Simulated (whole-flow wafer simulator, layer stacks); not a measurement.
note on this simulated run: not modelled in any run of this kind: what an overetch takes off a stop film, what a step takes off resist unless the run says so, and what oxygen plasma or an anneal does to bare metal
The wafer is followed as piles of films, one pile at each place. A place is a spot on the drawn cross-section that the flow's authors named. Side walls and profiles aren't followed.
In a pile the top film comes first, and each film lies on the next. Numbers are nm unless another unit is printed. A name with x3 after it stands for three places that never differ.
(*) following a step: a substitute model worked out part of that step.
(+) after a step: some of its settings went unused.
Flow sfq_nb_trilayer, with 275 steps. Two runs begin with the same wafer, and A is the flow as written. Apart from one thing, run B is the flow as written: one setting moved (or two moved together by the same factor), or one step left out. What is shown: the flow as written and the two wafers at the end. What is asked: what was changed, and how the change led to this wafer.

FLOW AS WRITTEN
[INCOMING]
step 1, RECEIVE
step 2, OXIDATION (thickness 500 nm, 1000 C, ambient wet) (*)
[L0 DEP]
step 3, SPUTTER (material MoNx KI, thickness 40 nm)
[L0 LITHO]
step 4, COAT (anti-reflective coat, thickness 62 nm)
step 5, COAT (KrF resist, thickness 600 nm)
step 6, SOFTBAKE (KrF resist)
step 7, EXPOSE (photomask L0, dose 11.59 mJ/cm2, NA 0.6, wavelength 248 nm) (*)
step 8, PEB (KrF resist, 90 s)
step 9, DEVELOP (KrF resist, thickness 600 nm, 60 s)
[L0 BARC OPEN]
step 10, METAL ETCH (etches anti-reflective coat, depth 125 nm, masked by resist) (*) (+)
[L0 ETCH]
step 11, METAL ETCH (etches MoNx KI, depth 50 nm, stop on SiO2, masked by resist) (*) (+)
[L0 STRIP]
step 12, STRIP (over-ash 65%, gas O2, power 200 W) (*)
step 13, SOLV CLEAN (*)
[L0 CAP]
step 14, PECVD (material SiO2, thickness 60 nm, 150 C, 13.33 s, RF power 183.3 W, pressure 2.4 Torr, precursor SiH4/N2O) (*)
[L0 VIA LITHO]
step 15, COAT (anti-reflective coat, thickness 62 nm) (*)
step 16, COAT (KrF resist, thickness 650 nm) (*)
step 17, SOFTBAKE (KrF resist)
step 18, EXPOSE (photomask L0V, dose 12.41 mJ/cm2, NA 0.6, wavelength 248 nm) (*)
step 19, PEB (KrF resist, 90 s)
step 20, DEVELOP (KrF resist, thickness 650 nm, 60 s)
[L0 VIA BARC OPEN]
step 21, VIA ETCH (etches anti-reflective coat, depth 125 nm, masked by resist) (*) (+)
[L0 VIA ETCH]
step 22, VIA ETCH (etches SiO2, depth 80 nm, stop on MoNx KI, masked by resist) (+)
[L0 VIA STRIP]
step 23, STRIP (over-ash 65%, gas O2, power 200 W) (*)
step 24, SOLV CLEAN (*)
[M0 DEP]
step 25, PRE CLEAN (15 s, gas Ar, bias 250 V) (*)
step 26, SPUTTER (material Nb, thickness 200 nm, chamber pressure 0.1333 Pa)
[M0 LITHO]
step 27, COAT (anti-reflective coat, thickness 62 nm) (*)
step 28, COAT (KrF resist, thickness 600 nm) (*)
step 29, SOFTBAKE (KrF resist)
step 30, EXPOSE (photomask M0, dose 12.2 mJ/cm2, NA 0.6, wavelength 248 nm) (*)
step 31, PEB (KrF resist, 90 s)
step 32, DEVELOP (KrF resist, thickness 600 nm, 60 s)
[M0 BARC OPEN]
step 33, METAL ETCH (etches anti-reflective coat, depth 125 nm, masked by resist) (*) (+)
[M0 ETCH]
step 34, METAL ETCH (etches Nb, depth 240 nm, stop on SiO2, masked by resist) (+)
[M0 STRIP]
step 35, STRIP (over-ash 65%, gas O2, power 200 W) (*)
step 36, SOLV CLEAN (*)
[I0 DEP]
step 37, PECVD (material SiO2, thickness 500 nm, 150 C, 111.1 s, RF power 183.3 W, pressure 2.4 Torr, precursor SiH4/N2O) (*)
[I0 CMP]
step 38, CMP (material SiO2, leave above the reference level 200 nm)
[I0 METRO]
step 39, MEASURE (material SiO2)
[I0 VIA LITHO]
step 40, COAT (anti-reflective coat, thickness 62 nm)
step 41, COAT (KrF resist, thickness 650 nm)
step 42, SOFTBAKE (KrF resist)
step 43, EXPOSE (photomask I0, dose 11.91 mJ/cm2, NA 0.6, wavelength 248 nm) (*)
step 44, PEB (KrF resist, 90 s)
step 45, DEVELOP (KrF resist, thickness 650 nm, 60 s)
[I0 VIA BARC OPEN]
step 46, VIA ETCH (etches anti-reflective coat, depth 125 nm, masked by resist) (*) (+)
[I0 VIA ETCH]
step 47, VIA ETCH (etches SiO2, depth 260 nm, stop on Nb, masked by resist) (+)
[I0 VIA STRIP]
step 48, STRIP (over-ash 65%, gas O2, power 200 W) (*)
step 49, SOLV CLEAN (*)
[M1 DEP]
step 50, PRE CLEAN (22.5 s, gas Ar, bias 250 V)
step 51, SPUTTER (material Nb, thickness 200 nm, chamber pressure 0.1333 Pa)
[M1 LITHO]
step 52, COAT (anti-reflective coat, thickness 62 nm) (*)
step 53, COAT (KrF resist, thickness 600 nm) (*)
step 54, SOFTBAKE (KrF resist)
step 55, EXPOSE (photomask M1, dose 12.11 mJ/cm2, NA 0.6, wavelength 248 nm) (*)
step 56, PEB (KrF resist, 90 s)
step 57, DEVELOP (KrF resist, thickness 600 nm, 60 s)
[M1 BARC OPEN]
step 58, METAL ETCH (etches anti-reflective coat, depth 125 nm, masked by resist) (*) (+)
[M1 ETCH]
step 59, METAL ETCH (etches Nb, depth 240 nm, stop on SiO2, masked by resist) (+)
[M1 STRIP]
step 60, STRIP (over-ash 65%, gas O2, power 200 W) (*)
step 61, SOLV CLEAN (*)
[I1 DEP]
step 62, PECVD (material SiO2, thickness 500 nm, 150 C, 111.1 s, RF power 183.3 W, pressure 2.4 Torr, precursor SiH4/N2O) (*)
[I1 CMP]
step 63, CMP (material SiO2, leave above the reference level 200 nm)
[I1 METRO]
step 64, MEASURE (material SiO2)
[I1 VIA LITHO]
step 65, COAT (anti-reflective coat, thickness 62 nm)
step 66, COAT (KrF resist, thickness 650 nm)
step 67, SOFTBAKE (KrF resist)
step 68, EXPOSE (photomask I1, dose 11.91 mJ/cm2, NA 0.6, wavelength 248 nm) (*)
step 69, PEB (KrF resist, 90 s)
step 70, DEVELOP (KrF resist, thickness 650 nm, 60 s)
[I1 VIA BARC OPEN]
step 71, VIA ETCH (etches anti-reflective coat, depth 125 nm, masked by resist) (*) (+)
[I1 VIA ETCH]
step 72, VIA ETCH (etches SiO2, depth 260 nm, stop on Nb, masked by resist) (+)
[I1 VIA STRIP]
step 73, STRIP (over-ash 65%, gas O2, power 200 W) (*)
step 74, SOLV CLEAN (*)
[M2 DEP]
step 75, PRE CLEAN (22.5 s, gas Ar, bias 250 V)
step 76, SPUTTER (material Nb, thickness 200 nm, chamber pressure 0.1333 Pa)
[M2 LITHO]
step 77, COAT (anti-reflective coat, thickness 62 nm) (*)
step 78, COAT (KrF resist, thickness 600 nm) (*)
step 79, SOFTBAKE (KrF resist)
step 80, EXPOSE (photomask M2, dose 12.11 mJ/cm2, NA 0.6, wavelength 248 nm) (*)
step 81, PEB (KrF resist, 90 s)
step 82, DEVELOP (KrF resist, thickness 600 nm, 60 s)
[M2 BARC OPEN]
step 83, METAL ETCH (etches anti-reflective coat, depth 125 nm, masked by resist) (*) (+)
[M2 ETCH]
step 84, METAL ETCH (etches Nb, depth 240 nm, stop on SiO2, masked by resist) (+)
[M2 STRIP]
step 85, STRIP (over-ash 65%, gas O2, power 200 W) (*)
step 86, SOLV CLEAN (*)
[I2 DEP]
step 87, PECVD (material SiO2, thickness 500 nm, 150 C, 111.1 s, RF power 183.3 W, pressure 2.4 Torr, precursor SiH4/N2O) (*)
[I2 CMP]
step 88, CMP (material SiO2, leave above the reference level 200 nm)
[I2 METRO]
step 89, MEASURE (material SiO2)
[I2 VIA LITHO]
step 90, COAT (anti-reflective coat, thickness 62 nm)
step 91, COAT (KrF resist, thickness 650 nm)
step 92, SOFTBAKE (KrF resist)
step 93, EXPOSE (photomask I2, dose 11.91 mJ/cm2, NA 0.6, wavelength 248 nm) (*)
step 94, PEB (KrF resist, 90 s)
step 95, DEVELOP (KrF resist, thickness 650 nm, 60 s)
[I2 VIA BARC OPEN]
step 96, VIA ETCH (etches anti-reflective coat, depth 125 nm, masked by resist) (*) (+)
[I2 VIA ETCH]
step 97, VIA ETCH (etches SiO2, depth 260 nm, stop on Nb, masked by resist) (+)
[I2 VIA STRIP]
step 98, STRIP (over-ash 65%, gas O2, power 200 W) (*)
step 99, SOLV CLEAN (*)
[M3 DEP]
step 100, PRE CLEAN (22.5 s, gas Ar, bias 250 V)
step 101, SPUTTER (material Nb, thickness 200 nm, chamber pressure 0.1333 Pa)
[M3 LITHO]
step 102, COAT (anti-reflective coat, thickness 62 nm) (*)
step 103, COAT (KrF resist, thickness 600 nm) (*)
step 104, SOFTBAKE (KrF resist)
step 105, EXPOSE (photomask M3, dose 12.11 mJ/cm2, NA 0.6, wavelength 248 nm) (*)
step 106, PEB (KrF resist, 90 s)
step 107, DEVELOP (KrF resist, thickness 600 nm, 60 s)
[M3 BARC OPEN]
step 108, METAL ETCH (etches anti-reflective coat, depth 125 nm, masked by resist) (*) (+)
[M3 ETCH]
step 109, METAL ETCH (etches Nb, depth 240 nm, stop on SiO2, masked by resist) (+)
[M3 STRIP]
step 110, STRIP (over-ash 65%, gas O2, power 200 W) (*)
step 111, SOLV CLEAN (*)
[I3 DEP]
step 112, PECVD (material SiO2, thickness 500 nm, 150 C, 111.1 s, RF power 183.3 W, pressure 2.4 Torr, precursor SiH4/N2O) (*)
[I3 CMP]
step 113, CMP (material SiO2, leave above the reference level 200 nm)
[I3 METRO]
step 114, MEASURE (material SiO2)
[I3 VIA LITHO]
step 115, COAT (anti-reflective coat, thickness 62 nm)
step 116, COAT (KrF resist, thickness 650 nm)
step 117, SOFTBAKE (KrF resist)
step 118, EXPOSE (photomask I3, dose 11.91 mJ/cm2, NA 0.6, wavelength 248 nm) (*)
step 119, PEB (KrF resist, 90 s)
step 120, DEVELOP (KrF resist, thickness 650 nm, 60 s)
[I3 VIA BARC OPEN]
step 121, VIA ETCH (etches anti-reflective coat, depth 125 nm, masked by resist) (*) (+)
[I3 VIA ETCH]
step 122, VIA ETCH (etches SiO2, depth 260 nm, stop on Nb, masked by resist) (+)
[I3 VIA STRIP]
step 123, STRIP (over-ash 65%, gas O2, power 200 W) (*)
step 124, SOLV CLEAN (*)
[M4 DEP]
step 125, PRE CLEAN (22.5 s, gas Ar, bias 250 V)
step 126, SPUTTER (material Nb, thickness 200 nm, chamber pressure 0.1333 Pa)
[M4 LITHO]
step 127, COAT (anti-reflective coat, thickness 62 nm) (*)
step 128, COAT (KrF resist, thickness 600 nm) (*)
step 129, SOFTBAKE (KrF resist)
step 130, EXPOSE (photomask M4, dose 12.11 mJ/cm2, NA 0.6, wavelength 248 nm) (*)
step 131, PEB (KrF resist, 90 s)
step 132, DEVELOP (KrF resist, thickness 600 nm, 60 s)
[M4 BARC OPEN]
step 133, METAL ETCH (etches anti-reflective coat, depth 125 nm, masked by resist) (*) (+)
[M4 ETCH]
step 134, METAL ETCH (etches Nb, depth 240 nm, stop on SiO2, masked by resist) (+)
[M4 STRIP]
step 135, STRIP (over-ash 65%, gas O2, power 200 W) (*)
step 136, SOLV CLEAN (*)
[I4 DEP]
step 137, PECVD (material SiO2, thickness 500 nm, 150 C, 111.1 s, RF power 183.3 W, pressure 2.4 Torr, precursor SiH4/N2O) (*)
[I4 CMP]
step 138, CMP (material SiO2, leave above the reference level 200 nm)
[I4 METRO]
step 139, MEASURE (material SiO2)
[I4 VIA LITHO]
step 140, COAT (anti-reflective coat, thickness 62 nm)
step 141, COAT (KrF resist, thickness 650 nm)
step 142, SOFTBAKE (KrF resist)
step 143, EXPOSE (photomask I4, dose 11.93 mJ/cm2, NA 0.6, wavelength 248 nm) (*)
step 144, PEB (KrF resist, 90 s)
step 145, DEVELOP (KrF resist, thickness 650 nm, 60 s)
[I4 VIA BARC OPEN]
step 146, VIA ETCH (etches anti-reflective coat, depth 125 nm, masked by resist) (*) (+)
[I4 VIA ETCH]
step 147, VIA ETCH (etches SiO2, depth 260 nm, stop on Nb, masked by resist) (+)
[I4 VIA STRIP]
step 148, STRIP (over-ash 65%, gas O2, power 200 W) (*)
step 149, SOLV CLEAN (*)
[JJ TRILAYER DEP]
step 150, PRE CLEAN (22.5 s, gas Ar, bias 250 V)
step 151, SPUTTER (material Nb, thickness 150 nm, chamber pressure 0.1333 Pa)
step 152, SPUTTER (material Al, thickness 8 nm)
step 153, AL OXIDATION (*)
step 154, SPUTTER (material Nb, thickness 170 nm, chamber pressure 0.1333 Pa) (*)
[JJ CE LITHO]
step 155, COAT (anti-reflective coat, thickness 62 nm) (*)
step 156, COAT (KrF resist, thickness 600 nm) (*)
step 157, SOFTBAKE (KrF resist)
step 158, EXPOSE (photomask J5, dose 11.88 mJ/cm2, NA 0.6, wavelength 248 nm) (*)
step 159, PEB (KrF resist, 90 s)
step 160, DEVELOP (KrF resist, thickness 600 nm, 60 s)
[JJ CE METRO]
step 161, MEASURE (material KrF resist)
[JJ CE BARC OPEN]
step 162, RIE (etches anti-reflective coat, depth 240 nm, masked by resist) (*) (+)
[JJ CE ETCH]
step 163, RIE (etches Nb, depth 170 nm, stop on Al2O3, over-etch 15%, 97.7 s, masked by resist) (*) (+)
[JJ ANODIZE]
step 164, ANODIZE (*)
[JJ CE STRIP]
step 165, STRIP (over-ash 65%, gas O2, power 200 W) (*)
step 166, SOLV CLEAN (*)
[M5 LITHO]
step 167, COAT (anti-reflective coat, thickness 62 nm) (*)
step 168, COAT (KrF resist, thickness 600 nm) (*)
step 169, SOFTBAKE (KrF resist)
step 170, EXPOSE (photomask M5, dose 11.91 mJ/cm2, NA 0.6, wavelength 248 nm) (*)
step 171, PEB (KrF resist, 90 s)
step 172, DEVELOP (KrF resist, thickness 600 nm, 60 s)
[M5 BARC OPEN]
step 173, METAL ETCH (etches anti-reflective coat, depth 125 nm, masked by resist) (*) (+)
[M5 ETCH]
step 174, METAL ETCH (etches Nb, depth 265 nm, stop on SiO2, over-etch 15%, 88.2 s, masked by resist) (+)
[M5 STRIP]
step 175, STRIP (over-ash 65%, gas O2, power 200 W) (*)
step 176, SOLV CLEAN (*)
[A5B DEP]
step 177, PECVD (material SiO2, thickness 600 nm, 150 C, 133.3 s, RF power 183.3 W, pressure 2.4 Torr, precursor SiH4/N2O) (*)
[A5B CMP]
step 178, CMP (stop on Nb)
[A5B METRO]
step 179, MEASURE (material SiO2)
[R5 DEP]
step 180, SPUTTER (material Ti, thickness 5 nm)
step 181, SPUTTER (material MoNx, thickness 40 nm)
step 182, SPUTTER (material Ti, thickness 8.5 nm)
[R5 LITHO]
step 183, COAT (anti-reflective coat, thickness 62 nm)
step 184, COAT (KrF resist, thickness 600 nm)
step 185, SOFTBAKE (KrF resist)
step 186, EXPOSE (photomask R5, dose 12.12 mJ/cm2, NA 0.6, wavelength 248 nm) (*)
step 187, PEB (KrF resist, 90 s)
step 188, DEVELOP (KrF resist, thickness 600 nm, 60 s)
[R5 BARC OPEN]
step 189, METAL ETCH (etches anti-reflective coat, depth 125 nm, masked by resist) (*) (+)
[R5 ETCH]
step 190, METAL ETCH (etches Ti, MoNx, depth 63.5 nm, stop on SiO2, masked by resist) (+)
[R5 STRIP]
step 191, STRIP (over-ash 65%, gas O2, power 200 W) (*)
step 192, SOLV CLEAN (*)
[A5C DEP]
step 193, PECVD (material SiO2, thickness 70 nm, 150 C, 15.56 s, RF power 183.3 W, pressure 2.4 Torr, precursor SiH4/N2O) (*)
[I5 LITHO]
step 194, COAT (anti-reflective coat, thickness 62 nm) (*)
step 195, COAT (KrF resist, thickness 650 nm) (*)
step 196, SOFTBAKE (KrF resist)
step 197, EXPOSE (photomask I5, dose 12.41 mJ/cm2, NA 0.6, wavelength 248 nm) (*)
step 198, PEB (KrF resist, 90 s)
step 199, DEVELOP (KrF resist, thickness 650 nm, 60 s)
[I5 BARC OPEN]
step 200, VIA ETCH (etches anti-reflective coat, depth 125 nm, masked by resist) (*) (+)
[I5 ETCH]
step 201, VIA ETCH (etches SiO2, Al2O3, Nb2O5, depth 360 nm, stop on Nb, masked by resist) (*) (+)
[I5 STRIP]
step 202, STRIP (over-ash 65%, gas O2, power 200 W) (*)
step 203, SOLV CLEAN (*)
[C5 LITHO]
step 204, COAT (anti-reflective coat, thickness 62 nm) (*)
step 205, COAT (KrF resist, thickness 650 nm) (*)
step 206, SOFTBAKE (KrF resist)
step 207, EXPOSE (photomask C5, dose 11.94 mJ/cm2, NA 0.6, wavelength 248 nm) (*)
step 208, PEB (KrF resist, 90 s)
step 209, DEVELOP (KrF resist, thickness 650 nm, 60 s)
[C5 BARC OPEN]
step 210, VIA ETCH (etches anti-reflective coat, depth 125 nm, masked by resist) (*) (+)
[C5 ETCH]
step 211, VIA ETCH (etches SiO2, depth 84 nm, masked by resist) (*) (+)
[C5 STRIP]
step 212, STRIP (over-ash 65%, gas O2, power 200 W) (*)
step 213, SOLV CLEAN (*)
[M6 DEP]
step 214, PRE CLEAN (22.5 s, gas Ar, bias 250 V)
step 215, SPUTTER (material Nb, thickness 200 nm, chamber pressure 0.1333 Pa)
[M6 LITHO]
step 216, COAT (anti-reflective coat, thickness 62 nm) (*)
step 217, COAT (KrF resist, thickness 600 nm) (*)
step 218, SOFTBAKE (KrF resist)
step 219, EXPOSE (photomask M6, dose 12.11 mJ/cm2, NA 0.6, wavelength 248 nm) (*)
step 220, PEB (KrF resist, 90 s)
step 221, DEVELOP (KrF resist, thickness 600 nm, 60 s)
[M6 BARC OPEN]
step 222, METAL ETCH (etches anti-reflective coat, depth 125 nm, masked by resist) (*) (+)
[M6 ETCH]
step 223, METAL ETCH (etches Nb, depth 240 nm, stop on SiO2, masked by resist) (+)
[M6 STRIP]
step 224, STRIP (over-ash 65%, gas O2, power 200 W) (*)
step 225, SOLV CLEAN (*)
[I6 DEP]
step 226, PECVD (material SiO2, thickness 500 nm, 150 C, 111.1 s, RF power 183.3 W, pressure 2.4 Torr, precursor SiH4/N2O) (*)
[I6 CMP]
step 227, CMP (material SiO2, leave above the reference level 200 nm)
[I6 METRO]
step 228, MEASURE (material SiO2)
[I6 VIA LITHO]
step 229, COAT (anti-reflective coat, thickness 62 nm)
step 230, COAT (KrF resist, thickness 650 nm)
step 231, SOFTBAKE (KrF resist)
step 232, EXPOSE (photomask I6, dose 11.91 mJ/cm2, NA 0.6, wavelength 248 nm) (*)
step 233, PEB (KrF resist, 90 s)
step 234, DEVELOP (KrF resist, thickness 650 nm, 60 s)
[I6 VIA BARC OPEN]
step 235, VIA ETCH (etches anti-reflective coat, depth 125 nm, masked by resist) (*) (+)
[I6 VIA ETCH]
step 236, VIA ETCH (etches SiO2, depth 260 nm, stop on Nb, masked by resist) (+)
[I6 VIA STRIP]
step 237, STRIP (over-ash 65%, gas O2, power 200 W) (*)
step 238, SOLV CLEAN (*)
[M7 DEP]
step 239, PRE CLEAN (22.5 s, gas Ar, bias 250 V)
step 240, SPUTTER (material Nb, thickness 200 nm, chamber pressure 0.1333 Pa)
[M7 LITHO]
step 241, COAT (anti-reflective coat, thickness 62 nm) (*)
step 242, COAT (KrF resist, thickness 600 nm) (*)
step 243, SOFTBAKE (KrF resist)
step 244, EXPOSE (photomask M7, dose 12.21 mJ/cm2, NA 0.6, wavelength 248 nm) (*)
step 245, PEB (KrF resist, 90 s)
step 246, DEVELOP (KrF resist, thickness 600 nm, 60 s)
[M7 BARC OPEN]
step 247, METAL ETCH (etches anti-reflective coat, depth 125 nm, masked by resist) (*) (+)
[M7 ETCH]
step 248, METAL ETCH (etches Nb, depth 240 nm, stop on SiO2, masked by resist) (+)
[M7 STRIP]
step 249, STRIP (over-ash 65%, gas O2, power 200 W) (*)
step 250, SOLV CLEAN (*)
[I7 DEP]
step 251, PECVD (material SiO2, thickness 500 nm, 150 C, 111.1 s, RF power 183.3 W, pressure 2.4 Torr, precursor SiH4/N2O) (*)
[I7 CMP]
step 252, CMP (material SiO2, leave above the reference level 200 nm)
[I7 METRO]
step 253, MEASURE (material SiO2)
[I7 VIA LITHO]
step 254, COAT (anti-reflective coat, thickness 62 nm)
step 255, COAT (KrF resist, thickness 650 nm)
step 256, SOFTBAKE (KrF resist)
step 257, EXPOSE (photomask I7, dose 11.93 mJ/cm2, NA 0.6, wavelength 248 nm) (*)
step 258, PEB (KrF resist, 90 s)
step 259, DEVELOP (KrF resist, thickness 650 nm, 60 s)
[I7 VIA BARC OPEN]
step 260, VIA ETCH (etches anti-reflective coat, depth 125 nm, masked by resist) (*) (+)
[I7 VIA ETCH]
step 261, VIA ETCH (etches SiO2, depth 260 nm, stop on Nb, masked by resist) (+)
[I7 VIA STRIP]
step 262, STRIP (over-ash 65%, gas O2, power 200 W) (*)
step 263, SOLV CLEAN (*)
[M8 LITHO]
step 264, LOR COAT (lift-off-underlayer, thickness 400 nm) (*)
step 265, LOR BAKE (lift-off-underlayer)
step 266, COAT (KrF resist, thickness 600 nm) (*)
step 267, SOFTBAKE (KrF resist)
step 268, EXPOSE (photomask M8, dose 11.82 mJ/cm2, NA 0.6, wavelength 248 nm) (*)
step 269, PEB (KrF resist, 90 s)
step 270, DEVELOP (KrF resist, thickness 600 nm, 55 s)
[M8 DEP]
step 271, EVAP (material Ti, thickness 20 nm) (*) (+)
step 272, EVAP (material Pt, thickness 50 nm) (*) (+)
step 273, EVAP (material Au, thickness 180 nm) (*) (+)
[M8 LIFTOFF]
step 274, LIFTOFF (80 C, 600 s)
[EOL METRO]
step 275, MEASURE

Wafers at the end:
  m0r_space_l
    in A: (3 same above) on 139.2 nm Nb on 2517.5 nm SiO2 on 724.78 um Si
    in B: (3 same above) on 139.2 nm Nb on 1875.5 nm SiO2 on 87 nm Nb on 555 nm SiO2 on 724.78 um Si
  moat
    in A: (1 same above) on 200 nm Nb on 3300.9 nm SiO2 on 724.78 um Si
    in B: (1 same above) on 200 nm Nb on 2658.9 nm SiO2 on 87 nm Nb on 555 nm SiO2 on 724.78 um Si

Cause: step 34, METAL ETCH: depth 113 nm was run, while the flow as written has depth 240 nm.

How this came from the change, step by step:
  step 34, METAL ETCH (etches Nb, depth 240 nm, stop on SiO2, masked by resist) (+)
      moat, m0r_space_l, m0r_space_r: A Nb loses 200 (all of it) | B Nb loses 113
      field_l, v_sur, via_wl and 100 more: A KrF resist loses 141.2 | B KrF resist loses 66.5
  step 35, STRIP (over-ash 65%, gas O2, power 200 W) (*)
      p4_fl x3, p4_w1 x9, p4_g1 x2 and 57 more: A KrF resist loses 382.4 (all of it), anti-reflective coat loses 62 (all of it) | B KrF resist loses 457.1 (all of it), anti-reflective coat loses 62 (all of it)
      ce_r, sp_r, be_r, r_sur: A KrF resist loses 389 (all of it), anti-reflective coat loses 63.6 (all of it) | B KrF resist loses 463.7 (all of it), anti-reflective coat loses 63.6 (all of it)
      (and at 28 other places as well)
  step 37, PECVD (material SiO2, thickness 500 nm, 150 C, 111.1 s, RF power 183.3 W, pressure 2.4 Torr, precursor SiH4/N2O) (*)
      moat, m0r_space_l, m0r_space_r: A SiO2 gains 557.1 | B SiO2 gains 500 (new film)
  step 38, CMP (material SiO2, leave above the reference level 200 nm)
      moat, m0r_space_l, m0r_space_r: A SiO2 loses 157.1 | B SiO2 loses 187
Taking metal films that touch as one body, m0r_space_l has 2 bodies (between them, from the top down: SiO2 1875.5); the flow as written gives 1 body.
Taking metal films that touch as one body, moat has 2 bodies (between them, from the top down: SiO2 2658.9); the flow as written gives 1 body.
